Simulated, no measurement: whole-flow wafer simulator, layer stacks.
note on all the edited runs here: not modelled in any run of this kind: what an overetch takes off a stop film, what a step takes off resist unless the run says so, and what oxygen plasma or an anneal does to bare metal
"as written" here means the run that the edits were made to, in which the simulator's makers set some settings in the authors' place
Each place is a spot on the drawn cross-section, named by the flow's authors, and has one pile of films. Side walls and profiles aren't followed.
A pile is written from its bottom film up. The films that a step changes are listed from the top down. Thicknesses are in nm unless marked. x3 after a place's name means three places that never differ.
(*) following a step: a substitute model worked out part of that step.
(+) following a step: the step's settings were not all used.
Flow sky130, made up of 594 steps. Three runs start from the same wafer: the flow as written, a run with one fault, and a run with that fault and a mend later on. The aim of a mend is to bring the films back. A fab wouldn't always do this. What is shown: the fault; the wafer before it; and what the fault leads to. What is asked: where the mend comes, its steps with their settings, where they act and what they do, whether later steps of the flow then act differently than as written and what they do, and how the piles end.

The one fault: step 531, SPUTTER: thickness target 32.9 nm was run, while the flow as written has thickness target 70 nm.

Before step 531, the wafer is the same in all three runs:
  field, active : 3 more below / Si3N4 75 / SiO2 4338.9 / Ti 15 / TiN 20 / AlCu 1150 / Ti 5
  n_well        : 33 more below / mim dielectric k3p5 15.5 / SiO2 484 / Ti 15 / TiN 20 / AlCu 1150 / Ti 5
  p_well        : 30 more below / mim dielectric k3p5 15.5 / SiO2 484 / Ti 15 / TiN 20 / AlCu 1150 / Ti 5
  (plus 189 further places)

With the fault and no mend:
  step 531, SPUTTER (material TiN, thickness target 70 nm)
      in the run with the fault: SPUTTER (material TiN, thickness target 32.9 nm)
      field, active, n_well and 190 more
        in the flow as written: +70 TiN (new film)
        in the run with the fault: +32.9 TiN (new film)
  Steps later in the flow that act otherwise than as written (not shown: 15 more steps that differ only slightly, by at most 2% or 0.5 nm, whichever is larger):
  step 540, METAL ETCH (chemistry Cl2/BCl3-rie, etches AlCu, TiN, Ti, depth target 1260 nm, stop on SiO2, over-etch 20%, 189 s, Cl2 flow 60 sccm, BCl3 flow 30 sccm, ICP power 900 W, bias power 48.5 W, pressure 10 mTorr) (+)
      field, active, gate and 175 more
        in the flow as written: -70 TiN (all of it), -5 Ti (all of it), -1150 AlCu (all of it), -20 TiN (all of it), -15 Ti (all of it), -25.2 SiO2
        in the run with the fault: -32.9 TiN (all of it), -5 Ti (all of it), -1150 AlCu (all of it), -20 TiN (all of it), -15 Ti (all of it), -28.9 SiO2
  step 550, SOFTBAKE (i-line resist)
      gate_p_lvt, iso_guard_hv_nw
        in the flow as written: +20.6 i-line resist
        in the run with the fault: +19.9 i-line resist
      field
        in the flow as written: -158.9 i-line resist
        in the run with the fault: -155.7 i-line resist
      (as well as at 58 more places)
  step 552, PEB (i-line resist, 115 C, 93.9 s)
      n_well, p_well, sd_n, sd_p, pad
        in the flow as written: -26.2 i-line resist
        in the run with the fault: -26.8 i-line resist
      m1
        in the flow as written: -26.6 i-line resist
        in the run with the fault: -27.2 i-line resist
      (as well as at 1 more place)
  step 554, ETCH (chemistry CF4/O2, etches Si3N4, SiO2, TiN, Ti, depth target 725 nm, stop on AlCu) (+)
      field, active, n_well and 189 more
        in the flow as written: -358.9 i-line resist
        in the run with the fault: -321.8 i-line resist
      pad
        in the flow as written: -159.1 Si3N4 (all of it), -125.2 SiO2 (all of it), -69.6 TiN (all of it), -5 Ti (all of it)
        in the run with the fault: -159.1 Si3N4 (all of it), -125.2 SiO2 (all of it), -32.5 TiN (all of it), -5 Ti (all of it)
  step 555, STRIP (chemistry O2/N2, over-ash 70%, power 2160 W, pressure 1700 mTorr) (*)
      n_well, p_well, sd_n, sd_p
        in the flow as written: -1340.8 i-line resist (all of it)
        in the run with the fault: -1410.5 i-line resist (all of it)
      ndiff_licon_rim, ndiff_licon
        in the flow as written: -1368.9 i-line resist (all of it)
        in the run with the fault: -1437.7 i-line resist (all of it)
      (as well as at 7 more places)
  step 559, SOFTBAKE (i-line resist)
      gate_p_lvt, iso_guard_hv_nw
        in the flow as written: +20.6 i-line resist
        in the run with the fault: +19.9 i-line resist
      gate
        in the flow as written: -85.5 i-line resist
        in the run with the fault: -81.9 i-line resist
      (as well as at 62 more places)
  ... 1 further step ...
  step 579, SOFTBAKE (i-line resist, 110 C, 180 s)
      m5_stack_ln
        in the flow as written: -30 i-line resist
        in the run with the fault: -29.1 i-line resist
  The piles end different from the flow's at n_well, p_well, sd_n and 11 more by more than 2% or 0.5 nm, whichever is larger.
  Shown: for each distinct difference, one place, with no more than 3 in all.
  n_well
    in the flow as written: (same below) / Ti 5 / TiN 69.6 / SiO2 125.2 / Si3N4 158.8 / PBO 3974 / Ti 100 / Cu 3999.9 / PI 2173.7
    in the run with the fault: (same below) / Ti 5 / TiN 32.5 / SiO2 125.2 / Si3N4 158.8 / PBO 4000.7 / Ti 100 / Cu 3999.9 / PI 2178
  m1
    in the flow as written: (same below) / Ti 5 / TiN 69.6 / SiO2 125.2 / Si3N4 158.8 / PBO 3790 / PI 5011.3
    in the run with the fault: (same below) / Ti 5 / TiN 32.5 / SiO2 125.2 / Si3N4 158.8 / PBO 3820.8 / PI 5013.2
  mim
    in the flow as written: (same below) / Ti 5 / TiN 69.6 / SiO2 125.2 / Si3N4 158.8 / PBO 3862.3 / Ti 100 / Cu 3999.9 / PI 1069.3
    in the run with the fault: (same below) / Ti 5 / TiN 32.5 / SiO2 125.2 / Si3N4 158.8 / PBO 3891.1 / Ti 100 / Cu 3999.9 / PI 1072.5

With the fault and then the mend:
  After step 538 comes the mend.
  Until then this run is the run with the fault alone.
  step 538a, STRIP (chemistry O2/N2, power 2160 W, pressure 1700 mTorr) (*)
      n_well, p_well, sd_n and 9 more
        -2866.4 resist (all of it)
      m1, via4_hole
        -2868.5 resist (all of it)
      via4_enc
        -2866.3 resist (all of it)
  step 538b, SPUTTER (material TiN, thickness target 37.1 nm) (a further turn of the flow's step 531, with different settings)
      field, active, n_well and 190 more
        +37.1 TiN
  step 538c, HMDS (120 C, 60 s) (a further turn of the flow's step 533)
      alters no film at any place that is followed
  step 538d, COAT (resist, thickness 2930 nm) (a further turn of the flow's step 534)
      n_well, p_well, gate_hv and 172 more
        +2930 resist (new film)
      field, active, gate and 13 more
        +2929.9 resist (new film)
      m1, via4_hole
        +2932.1 resist (new film)
  step 538e, SOFTBAKE (resist) (a further turn of the flow's step 535)
      field, active, gate, spacer, m1, sonos_cell, sonos_guard, sonos_guard_hv
        +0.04 resist
      nwell_res
        +0.03 resist
      pplus_nw
        +0.02 resist
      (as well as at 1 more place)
  step 538f, EXPOSE (photomask MM5, dose 309.9 mJ/cm2, NA 0.6, wavelength 365 nm) (*) (a further turn of the flow's step 536)
      alters no film at any place that is followed
  step 538g, PEB (resist, 70.3 s) (a further turn of the flow's step 537)
      field, active, n_well and 188 more
        -63.6 resist
      m1, via4_hole
        -63.7 resist
  step 538h, DEVELOP (resist, thickness 2930 nm, developer TMAH-0.26N, 60 s) (a further turn of the flow's step 538)
      field, active, gate and 168 more
        -2866.4 resist (all of it)
      via1_hole, via1_enc, via2_hole, via2_enc, via3_hole, via3_enc, via_li1
        -2866.3 resist (all of it)
  Later steps of the flow that are run all act as written at every place that is followed.
  By the end, the piles equal the flow's at every place that both follow.
